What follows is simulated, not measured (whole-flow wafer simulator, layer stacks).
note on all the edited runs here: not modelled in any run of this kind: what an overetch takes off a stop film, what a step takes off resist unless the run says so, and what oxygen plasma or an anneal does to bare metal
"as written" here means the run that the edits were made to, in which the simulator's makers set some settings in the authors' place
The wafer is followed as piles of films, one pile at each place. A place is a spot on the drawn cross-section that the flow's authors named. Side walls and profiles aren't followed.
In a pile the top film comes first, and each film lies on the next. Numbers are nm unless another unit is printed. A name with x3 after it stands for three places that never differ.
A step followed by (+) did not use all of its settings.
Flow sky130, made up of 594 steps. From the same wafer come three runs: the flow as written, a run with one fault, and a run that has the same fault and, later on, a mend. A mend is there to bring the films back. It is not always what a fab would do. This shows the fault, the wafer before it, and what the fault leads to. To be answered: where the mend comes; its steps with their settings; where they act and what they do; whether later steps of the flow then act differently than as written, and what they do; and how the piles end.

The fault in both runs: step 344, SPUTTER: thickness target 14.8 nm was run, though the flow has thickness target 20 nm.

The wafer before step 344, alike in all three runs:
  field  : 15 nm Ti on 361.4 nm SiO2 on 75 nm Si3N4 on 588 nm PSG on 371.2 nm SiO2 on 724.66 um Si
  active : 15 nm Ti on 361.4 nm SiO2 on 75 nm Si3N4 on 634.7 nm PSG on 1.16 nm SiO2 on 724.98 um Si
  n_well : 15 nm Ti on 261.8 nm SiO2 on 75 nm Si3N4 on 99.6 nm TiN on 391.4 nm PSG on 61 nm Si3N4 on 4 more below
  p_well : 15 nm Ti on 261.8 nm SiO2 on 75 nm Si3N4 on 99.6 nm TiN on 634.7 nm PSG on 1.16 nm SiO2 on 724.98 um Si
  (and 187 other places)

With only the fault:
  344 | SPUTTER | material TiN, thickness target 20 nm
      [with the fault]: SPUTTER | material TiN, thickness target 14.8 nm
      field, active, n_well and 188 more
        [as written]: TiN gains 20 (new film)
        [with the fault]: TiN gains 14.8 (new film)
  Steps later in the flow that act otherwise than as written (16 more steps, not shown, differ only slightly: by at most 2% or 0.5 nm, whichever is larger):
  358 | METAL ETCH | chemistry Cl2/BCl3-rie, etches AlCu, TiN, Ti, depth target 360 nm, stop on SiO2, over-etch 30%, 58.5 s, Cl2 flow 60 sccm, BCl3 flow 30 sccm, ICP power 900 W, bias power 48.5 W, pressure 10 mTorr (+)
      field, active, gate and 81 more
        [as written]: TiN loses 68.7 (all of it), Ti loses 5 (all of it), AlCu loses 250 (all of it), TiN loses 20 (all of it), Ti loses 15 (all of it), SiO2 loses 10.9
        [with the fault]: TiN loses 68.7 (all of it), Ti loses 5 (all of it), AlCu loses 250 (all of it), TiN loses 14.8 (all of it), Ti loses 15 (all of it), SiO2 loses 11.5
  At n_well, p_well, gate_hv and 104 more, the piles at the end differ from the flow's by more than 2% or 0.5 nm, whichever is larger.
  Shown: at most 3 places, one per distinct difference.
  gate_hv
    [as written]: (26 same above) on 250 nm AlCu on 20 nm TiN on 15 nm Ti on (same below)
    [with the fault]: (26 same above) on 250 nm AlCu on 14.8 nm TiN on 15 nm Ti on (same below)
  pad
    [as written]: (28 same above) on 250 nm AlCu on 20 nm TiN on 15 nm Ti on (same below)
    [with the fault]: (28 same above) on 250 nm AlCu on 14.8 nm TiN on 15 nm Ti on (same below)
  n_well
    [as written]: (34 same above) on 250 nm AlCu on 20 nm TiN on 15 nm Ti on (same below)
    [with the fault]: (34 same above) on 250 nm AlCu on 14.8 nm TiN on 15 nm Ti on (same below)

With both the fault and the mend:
  The mend stands after step 344.
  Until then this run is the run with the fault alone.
  344a | SPUTTER | material TiN, thickness target 5.2 nm (the flow's step 344 again, with other settings)
      field, active, n_well and 188 more
        TiN gains 5.2
  Every later step of the flow that is run acts as written at every place that is followed.
  The piles end the same as the flow's at every place that both follow.
